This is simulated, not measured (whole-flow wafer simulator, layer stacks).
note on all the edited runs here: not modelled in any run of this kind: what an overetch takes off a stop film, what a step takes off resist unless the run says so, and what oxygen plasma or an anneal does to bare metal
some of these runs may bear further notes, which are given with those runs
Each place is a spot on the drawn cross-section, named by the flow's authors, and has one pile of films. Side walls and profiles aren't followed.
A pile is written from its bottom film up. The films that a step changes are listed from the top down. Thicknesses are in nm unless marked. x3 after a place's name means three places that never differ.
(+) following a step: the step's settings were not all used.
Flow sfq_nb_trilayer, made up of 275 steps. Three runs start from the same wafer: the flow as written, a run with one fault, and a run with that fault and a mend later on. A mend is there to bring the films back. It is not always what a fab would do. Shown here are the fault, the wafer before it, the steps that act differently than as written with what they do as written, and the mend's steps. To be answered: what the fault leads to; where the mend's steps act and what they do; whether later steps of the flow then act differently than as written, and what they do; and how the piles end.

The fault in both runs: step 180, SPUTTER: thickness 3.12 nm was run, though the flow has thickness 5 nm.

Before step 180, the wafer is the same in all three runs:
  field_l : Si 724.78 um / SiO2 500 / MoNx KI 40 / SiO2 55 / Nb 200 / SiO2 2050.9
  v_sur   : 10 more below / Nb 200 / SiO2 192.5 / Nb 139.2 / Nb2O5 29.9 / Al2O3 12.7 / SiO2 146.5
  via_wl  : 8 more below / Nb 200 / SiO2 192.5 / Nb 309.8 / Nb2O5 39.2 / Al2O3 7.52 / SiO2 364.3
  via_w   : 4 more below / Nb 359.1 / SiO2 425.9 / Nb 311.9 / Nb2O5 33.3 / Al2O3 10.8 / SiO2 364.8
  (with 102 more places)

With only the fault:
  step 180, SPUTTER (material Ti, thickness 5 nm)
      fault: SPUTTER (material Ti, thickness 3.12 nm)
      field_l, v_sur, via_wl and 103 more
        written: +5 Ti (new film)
        fault: +3.12 Ti (new film)
  Steps later in the flow that act otherwise than as written (20 other steps are not shown; they differ only slightly, by no more than 2% or 0.5 nm, whichever is larger):
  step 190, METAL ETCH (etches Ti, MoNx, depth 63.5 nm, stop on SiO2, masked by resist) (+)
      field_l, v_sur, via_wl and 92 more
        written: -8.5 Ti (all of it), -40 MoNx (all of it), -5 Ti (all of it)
        fault: -8.5 Ti (all of it), -40 MoNx (all of it), -3.12 Ti (all of it)
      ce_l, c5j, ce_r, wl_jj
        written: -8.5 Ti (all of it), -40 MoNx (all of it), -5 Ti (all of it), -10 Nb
        fault: -8.5 Ti (all of it), -40 MoNx (all of it), -3.12 Ti (all of it), -11.9 Nb
  The piles end different from the flow's at be_r, r_sur, res, r_end, r5r_line_l, r5r_line_c, r5r_line_r by more than 2% or 0.5 nm, whichever is larger.
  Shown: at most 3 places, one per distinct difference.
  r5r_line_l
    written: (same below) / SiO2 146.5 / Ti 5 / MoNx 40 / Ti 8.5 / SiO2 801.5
    fault: (same below) / SiO2 146.5 / Ti 3.12 / MoNx 40 / Ti 8.5 / SiO2 803.4
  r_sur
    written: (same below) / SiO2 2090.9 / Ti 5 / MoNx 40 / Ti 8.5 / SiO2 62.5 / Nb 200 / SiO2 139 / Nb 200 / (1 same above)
    fault: (same below) / SiO2 2090.9 / Ti 3.12 / MoNx 40 / Ti 8.5 / SiO2 62.5 / Nb 200 / SiO2 140.9 / Nb 200 / (1 same above)
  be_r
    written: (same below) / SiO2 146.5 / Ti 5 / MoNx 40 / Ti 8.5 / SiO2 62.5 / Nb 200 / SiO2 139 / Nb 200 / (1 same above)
    fault: (same below) / SiO2 146.5 / Ti 3.12 / MoNx 40 / Ti 8.5 / SiO2 62.5 / Nb 200 / SiO2 140.9 / Nb 200 / (1 same above)

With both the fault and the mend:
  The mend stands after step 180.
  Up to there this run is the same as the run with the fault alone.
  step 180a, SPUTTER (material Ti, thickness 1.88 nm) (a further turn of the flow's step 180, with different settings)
      field_l, v_sur, via_wl and 103 more
        +1.88 Ti
  None of the later steps of the flow acts differently than as written at any place that is followed.
  By the end, the piles equal the flow's at every place that both follow.
